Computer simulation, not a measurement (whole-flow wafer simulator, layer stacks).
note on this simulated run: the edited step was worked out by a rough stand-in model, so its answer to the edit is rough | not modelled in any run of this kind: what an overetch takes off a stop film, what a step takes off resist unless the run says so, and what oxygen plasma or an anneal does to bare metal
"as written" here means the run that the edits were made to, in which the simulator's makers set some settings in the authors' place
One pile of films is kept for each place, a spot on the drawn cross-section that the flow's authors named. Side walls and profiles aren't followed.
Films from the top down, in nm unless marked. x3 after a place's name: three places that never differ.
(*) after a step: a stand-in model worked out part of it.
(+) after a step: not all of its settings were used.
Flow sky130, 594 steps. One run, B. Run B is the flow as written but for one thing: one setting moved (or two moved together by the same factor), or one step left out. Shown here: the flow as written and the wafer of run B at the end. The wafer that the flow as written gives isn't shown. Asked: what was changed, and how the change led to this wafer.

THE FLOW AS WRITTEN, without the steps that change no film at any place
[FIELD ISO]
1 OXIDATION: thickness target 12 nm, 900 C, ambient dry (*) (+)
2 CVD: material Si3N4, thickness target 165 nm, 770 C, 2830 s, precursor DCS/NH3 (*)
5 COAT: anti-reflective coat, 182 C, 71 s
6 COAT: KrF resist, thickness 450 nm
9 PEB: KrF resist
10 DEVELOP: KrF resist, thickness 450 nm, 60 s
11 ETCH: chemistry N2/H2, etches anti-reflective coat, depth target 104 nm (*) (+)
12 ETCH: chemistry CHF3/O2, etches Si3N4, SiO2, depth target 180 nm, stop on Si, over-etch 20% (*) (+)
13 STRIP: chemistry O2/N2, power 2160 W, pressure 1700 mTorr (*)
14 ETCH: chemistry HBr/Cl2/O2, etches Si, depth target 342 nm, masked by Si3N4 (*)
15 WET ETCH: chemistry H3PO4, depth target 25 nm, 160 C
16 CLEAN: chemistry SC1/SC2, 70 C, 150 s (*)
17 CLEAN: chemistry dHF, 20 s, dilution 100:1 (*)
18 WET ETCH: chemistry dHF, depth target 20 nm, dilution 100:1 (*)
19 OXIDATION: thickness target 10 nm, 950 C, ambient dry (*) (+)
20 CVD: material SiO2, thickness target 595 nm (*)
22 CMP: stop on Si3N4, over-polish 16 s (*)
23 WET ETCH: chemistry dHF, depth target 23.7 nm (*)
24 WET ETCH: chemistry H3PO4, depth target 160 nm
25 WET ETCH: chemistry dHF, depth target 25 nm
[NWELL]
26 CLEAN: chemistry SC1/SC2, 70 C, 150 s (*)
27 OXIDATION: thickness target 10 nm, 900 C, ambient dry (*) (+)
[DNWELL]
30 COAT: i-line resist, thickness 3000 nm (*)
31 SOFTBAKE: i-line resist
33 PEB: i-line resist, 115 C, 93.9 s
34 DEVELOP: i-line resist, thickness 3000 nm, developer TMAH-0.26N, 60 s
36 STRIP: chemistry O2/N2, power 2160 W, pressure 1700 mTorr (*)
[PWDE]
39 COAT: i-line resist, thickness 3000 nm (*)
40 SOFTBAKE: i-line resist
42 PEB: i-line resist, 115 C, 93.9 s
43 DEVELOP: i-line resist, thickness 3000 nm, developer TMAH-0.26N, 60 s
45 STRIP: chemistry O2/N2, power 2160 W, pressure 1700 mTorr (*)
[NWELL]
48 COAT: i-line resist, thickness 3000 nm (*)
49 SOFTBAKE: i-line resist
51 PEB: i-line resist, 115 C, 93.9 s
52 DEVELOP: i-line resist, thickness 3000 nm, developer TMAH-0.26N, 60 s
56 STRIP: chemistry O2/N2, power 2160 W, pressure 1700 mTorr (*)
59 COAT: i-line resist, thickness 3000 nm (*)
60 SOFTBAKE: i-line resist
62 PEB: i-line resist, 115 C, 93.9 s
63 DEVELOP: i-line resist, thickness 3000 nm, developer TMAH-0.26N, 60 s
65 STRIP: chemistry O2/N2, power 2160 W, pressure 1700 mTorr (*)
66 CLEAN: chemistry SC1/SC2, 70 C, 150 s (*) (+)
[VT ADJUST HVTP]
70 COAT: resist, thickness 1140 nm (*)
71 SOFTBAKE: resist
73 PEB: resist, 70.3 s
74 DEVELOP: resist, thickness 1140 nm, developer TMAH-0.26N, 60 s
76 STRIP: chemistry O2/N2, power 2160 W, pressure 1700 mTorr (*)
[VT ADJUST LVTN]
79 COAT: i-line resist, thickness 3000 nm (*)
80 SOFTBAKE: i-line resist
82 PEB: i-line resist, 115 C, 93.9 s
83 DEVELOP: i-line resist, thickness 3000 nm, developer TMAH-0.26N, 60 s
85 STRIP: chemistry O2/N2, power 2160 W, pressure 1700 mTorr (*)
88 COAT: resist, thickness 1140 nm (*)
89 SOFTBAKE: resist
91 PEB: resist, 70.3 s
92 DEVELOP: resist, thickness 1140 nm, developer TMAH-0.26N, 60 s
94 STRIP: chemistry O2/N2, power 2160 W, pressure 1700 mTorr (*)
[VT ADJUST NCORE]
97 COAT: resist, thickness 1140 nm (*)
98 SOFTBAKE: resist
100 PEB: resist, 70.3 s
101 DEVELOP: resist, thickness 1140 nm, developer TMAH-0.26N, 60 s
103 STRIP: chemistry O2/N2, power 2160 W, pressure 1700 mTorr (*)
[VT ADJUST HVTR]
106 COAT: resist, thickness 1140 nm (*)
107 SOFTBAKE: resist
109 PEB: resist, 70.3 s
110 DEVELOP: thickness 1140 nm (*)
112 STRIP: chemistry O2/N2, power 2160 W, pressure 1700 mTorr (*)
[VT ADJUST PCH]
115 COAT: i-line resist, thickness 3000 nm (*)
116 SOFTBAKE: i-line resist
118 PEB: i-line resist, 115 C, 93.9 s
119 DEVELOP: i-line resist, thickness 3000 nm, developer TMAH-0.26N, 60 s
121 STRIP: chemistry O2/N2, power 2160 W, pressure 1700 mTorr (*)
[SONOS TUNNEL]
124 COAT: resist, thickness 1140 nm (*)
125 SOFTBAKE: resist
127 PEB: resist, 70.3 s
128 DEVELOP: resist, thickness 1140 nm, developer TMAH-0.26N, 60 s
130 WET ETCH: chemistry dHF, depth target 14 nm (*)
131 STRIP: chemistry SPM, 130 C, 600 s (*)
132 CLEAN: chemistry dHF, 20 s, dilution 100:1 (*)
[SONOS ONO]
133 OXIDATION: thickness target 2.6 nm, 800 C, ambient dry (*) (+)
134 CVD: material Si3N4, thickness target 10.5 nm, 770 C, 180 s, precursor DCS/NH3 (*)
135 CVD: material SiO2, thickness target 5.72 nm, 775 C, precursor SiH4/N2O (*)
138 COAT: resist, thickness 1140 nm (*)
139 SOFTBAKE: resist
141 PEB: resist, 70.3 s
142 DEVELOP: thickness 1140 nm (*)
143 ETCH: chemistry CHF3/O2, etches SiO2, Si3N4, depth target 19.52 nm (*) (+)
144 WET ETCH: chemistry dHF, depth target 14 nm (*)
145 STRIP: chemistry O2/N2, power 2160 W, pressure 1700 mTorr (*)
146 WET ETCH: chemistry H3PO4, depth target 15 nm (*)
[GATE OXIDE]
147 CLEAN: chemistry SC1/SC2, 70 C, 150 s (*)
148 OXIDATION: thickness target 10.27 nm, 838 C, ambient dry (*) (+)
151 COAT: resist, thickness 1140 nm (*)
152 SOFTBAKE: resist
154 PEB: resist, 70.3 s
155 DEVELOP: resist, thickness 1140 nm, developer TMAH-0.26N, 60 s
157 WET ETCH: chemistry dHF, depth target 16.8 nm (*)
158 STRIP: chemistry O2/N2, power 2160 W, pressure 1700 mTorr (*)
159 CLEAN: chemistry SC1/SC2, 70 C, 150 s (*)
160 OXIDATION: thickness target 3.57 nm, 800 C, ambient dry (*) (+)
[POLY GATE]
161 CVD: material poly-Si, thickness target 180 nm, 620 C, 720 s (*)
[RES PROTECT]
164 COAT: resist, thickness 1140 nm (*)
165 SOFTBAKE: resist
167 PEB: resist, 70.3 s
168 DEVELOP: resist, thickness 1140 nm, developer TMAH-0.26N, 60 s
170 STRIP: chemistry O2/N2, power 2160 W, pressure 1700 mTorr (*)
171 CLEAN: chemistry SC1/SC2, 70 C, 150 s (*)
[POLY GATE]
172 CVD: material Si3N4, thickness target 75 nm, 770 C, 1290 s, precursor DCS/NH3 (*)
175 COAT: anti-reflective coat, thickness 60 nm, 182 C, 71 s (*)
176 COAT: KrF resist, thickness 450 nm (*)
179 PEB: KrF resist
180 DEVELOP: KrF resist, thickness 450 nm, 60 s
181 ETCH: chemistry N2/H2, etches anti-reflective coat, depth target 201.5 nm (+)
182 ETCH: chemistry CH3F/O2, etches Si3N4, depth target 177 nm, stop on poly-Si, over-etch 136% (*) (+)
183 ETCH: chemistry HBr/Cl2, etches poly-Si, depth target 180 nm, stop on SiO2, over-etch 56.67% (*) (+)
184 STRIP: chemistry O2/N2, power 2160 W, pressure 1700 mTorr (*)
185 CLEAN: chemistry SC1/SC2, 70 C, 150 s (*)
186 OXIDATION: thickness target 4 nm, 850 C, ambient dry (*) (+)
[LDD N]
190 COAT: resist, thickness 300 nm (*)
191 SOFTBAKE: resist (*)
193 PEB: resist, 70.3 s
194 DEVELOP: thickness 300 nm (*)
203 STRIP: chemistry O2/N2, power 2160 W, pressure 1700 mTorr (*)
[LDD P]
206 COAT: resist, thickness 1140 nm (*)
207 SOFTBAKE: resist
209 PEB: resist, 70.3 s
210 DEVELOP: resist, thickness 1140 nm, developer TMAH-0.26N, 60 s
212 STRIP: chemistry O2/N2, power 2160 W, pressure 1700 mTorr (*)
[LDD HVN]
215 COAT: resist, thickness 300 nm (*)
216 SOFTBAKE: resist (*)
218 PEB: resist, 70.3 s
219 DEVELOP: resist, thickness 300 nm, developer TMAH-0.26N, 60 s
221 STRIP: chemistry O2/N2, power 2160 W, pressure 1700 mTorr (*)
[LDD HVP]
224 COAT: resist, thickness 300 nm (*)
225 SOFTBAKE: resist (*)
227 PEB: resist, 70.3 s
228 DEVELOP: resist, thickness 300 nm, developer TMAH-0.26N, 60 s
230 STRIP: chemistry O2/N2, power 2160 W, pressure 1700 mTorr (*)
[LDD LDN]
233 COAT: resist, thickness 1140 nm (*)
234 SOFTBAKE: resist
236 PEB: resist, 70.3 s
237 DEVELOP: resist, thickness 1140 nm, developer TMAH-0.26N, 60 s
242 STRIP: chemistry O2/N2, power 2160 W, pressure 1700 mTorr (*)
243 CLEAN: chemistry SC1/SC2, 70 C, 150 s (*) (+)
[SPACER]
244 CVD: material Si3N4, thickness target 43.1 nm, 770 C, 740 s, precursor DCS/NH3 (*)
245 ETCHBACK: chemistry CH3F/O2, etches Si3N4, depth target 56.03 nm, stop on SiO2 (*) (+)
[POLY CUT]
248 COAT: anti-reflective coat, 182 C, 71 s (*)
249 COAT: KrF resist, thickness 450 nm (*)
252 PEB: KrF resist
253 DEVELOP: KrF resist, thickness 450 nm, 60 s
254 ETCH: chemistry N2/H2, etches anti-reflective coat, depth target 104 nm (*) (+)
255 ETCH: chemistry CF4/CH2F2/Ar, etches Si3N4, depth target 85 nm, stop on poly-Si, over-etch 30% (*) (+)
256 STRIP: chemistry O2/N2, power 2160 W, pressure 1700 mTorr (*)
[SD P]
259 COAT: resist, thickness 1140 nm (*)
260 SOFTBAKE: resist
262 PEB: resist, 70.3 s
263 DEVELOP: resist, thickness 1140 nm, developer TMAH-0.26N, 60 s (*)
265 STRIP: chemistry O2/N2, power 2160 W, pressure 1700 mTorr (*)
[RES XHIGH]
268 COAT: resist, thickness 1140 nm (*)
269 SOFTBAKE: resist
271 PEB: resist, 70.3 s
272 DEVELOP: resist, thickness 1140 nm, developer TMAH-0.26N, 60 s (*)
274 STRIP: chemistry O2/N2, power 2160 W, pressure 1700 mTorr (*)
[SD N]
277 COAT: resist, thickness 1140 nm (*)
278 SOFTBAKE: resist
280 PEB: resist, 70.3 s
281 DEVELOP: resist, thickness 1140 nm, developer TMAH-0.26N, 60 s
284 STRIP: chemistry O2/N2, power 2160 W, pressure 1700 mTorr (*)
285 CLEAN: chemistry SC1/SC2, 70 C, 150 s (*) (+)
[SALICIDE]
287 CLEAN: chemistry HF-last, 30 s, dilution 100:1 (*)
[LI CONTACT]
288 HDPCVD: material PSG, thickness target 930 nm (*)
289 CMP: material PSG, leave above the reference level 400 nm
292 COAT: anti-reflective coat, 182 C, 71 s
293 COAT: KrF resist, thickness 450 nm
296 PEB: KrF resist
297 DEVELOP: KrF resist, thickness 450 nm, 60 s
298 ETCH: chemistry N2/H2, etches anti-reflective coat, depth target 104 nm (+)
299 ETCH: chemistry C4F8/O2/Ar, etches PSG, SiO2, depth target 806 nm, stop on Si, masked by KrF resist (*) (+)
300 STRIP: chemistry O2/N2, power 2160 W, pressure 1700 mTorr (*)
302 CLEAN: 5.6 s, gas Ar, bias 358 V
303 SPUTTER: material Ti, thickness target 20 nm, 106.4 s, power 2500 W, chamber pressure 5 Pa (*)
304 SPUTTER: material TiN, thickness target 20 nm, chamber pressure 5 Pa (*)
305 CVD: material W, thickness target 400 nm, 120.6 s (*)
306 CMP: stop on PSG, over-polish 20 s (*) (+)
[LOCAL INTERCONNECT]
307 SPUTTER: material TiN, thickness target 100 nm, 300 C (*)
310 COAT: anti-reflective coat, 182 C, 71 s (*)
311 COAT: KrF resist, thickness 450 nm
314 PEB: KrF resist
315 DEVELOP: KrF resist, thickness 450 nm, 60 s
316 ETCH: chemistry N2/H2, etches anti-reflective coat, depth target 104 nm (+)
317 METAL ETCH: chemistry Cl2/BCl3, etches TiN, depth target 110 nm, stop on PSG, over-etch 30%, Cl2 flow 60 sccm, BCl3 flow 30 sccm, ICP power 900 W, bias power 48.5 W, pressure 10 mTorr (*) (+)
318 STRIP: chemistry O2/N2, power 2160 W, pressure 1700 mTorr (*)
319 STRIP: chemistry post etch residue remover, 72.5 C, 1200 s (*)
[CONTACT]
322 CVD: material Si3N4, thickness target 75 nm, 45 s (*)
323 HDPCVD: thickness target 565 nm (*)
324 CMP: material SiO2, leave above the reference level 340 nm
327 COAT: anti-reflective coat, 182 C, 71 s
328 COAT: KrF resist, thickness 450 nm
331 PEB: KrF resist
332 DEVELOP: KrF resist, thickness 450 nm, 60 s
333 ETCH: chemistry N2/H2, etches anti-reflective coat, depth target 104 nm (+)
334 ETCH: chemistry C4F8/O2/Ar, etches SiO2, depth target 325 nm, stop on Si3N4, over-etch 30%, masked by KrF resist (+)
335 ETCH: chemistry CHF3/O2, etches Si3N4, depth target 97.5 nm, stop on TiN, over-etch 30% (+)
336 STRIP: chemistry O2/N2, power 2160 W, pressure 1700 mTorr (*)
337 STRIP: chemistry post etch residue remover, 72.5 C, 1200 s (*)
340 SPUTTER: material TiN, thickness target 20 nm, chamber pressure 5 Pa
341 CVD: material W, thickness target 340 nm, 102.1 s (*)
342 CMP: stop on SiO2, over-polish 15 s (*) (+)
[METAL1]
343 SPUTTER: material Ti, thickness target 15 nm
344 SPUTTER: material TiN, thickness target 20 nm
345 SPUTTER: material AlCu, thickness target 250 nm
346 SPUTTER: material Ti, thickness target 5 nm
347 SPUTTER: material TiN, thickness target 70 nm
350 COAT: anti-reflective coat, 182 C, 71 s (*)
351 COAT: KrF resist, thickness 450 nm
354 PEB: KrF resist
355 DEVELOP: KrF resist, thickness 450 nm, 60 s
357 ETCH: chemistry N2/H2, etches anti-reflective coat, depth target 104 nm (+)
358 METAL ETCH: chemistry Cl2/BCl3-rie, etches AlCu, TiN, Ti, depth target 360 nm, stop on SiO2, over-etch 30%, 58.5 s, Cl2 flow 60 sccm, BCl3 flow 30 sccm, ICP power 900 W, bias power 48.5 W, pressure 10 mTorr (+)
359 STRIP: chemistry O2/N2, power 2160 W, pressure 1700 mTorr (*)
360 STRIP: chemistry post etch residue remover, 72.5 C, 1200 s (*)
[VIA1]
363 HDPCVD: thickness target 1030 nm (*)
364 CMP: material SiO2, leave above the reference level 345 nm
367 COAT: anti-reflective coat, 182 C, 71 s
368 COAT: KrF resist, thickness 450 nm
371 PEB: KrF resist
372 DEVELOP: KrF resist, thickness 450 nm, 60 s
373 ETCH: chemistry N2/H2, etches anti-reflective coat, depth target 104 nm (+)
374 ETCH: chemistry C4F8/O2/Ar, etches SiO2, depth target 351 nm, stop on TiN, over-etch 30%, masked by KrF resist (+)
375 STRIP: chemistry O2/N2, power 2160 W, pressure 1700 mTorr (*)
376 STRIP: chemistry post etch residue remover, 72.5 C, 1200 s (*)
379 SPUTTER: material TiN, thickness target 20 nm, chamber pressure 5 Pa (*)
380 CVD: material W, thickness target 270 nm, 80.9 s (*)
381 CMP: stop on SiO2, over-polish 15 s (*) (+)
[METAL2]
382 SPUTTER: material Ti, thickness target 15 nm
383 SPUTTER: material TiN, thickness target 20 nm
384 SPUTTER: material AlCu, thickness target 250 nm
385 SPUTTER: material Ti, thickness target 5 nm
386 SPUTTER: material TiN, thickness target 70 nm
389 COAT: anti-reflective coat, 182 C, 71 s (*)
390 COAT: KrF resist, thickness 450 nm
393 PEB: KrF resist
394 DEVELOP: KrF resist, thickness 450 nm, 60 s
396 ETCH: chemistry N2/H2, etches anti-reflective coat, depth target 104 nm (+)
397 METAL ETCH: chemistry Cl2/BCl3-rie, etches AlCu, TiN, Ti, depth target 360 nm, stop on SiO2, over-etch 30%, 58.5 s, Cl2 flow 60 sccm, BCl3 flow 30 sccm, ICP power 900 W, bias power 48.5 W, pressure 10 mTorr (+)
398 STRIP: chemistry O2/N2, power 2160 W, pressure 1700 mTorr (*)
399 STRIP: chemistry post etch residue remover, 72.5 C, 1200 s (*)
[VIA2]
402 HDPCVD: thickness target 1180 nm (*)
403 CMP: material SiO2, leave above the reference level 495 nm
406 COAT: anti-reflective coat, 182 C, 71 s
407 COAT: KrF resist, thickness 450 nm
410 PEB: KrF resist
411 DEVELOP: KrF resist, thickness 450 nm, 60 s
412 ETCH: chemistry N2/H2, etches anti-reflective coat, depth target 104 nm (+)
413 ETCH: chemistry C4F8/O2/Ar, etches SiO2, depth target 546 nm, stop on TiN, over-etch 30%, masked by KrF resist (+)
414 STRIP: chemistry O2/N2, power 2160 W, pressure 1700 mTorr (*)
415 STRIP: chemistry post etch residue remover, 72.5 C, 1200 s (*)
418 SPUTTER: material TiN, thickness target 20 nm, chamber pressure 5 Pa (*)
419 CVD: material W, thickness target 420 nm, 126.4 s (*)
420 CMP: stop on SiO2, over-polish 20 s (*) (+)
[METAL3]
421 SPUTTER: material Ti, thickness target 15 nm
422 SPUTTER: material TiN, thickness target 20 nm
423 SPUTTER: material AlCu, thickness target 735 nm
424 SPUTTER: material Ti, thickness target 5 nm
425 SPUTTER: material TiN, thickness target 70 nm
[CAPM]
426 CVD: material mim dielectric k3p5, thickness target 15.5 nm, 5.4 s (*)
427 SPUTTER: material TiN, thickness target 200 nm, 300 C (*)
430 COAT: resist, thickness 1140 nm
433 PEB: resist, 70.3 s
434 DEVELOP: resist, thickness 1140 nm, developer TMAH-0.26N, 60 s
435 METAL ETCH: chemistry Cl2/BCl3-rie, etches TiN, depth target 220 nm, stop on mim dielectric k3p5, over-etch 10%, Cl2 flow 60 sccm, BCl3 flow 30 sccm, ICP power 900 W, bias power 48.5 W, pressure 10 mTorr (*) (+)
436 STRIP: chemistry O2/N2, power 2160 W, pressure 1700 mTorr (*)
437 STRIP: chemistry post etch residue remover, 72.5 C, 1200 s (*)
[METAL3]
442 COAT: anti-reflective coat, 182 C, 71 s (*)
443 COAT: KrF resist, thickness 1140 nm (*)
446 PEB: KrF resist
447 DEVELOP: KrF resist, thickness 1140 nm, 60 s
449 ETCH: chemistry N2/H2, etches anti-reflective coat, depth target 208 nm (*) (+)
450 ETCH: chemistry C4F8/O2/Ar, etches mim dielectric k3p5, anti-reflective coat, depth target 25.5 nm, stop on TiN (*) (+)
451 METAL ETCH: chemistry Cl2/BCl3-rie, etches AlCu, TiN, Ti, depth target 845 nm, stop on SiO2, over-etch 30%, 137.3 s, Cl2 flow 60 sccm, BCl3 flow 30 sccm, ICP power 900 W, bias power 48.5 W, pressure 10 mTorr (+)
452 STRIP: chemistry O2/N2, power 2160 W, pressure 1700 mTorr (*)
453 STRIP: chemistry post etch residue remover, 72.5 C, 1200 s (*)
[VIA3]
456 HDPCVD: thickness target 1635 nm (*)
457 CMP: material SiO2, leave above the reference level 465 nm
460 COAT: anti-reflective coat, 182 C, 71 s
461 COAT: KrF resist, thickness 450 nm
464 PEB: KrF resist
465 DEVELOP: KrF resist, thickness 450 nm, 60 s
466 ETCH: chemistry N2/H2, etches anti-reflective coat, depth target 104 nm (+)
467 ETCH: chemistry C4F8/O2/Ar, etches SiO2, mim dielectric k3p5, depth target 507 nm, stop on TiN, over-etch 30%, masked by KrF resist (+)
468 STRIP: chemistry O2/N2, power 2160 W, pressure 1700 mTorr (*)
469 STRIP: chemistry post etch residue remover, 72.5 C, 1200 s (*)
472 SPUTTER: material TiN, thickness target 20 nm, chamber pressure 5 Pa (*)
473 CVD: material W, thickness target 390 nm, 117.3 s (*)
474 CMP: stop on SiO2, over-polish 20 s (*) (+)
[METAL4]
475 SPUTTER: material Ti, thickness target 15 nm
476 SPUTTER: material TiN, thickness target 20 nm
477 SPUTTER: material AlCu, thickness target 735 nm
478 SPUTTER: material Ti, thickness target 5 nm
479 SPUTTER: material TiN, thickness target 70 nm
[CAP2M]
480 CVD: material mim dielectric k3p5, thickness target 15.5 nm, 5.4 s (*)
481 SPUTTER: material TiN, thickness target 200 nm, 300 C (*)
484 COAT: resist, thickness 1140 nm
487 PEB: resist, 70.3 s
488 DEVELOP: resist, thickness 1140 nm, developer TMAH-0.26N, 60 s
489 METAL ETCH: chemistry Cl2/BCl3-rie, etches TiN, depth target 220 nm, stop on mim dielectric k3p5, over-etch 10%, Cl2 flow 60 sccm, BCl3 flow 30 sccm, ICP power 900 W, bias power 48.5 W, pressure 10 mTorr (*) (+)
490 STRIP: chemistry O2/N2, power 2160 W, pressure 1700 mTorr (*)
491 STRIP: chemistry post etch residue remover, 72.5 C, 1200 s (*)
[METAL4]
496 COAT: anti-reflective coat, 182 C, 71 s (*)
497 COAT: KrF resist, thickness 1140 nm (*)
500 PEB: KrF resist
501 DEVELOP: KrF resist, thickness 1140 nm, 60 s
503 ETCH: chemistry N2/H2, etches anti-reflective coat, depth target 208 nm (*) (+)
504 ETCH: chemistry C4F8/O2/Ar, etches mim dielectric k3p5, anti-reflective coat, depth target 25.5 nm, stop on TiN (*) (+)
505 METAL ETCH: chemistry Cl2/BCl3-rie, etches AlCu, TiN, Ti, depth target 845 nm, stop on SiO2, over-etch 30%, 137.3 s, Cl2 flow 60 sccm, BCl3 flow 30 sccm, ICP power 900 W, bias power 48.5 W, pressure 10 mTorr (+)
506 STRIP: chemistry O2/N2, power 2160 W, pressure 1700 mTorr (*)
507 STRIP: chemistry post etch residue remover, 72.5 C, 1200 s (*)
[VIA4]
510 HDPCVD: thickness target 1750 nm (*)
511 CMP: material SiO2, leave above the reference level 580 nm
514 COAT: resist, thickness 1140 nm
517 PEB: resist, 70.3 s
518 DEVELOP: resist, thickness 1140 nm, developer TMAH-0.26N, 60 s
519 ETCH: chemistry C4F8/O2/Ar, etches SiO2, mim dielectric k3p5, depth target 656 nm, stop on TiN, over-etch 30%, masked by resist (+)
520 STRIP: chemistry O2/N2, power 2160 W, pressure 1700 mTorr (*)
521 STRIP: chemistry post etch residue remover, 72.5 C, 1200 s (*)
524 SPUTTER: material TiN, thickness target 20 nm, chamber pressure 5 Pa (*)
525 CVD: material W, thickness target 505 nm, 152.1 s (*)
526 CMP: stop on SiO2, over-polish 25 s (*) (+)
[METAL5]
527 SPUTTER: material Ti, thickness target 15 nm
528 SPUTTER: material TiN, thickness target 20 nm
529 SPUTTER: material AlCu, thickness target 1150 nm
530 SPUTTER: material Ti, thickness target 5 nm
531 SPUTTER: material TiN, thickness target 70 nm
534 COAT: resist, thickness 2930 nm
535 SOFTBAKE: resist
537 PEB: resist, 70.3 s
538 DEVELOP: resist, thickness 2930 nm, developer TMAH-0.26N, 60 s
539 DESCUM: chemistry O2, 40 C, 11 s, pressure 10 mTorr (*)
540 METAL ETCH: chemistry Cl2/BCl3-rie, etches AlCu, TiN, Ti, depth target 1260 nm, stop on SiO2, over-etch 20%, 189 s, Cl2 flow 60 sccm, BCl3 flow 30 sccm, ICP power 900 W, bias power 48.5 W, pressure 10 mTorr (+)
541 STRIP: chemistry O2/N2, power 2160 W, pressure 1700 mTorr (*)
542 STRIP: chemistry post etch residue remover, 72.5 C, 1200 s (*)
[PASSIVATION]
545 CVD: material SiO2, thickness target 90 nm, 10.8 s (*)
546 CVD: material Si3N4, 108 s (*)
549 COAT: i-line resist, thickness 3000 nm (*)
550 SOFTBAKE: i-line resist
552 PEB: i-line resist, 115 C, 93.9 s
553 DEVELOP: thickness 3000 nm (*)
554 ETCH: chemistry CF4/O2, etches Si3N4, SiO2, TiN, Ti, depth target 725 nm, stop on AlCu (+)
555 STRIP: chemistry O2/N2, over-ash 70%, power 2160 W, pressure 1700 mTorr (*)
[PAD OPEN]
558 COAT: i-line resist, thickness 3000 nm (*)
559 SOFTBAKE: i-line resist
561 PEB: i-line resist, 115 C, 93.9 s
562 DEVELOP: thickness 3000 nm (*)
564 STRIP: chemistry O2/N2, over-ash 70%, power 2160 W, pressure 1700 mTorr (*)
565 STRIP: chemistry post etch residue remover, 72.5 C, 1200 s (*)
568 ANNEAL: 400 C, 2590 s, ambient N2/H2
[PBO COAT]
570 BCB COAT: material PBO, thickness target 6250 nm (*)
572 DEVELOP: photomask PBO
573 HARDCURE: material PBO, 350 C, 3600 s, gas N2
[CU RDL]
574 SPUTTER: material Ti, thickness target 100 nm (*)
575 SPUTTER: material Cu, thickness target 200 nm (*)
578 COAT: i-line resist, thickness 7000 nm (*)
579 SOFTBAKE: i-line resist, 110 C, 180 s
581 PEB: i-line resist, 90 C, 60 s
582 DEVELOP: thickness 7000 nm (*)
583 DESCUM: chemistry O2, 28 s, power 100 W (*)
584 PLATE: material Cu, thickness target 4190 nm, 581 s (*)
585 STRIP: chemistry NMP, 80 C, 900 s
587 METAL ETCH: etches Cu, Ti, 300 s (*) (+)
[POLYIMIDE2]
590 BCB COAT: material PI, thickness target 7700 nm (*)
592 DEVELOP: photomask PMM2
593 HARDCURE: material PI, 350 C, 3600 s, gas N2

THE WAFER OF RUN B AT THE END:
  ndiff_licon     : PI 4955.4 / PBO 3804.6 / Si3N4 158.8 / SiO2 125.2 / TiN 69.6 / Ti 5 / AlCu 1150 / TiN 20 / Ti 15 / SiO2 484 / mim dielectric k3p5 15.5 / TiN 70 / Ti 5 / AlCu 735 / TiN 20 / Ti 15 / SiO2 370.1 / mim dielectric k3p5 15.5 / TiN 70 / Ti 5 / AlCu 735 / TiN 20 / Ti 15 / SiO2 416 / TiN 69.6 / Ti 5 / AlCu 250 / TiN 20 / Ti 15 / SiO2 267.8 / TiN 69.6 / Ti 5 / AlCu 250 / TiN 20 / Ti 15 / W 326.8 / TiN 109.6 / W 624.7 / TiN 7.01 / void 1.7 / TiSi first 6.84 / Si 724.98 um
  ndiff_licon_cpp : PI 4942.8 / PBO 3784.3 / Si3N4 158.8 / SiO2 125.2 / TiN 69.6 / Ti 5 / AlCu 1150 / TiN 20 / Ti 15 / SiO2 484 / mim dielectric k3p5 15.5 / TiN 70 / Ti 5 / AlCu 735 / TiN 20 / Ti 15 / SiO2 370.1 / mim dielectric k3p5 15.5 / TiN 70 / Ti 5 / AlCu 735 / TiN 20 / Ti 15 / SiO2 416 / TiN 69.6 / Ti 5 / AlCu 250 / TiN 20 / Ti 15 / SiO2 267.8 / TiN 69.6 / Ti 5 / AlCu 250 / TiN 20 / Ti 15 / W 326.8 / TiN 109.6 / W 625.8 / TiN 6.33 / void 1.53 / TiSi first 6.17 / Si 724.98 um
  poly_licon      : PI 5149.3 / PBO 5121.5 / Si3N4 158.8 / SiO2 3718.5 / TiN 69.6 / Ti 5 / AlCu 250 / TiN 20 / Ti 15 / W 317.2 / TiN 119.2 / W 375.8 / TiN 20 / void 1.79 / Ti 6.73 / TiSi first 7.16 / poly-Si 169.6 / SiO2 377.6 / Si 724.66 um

The cause: step 303, SPUTTER: 58.5 s was run, where the flow has 106.4 s.

How the change led to this, step by step:
  303 SPUTTER: material Ti, thickness target 20 nm, 106.4 s, power 2500 W, chamber pressure 5 Pa (*)
      field, active, n_well and 185 more: Ti +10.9 (new film) (as written it would be: Ti +20 (new film))
      ndiff_licon: Ti +4 (new film) (as written it would be: Ti +7.24 (new film))
      (and at 2 more places)
  306 CMP: stop on PSG, over-polish 20 s (*) (+)
      field, active, n_well and 184 more: W -400 (all of it), TiN -20 (all of it), Ti -10.9 (all of it), PSG -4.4 (as written it would be: W -400 (all of it), TiN -20 (all of it), Ti -20 (all of it), PSG -4.4)
      ndiff_licon, ndiff_licon_cpp, rpo_hd_licon: W -435.8 (as written it would be: W -444.9)
      (and at 1 more place)
  568 ANNEAL: 400 C, 2590 s, ambient N2/H2
      ndiff_licon_cpp: under 37 films: void +1.53 (new film), TiSi first +6.17 (new film), Ti -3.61 (all of it), Si -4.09 (as written it would be: under 37 films: void +1.63 (new film), Ti -3.85, TiSi first +6.58 (new film), Si -4.36)
Counting metal films that touch as one body, ndiff_licon has 5 bodies (between them, from the top down: SiO2 484 / mim dielectric k3p5 15.5; SiO2 370.1 / mim dielectric k3p5 15.5; SiO2 416; SiO2 267.8); the flow as written gives 6 bodies (between them, from the top down: SiO2 484 / mim dielectric k3p5 15.5; SiO2 370.1 / mim dielectric k3p5 15.5; SiO2 416; SiO2 267.8; void 1.78).
Counting metal films that touch as one body, ndiff_licon_cpp has 5 bodies (between them, from the top down: SiO2 484 / mim dielectric k3p5 15.5; SiO2 370.1 / mim dielectric k3p5 15.5; SiO2 416; SiO2 267.8); the flow as written gives 6 bodies (between them, from the top down: SiO2 484 / mim dielectric k3p5 15.5; SiO2 370.1 / mim dielectric k3p5 15.5; SiO2 416; SiO2 267.8; void 1.78).
